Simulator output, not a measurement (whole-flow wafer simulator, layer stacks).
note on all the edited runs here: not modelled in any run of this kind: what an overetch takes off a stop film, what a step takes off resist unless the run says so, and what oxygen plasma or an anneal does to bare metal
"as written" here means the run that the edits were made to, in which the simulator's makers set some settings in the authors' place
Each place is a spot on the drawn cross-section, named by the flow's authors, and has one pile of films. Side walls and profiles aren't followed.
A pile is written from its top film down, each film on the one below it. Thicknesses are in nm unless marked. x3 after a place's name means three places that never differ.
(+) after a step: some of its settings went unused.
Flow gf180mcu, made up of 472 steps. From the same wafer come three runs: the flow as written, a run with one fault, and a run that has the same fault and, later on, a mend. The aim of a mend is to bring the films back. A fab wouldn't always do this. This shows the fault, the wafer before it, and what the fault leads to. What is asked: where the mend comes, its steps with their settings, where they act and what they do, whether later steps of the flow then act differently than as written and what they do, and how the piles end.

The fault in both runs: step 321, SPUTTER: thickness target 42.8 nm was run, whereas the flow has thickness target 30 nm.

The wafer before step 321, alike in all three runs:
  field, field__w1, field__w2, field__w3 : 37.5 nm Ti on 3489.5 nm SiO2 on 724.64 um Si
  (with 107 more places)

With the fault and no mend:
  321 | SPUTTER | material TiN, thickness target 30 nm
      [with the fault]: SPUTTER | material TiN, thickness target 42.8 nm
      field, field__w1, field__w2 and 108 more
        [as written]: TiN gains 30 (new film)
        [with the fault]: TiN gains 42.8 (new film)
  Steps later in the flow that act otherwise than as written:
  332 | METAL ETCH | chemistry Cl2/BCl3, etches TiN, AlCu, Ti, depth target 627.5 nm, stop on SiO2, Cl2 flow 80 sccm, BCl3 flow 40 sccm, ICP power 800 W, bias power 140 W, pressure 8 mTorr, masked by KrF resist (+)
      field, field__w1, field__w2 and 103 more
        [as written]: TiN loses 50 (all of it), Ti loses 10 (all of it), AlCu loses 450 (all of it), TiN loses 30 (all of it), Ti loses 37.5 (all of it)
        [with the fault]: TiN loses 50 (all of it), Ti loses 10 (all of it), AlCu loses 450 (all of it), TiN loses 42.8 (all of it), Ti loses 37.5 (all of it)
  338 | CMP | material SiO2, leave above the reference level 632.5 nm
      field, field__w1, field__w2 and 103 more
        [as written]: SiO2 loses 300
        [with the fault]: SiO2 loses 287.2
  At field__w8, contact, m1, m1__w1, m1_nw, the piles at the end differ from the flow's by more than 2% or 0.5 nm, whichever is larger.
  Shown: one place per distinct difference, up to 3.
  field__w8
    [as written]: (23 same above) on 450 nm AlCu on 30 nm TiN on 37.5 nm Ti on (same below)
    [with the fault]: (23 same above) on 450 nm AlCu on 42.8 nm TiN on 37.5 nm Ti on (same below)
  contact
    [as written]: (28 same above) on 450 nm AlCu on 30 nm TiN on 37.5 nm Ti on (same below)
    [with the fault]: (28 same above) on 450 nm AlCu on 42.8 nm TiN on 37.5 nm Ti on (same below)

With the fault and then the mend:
  The mend follows step 321.
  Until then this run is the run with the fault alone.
  321a | METAL ETCH | chemistry Cl2/BCl3, etches TiN, AlCu, Ti, depth target 12.8 nm, Cl2 flow 80 sccm, BCl3 flow 40 sccm, ICP power 800 W, bias power 140 W, pressure 8 mTorr (the flow's step 260, run once more with other settings)
      field, field__w1, field__w2 and 108 more
        TiN loses 12.8
  None of the later steps of the flow acts differently than as written at any place that is followed.
  The piles end the same as the flow's at every place that both follow.
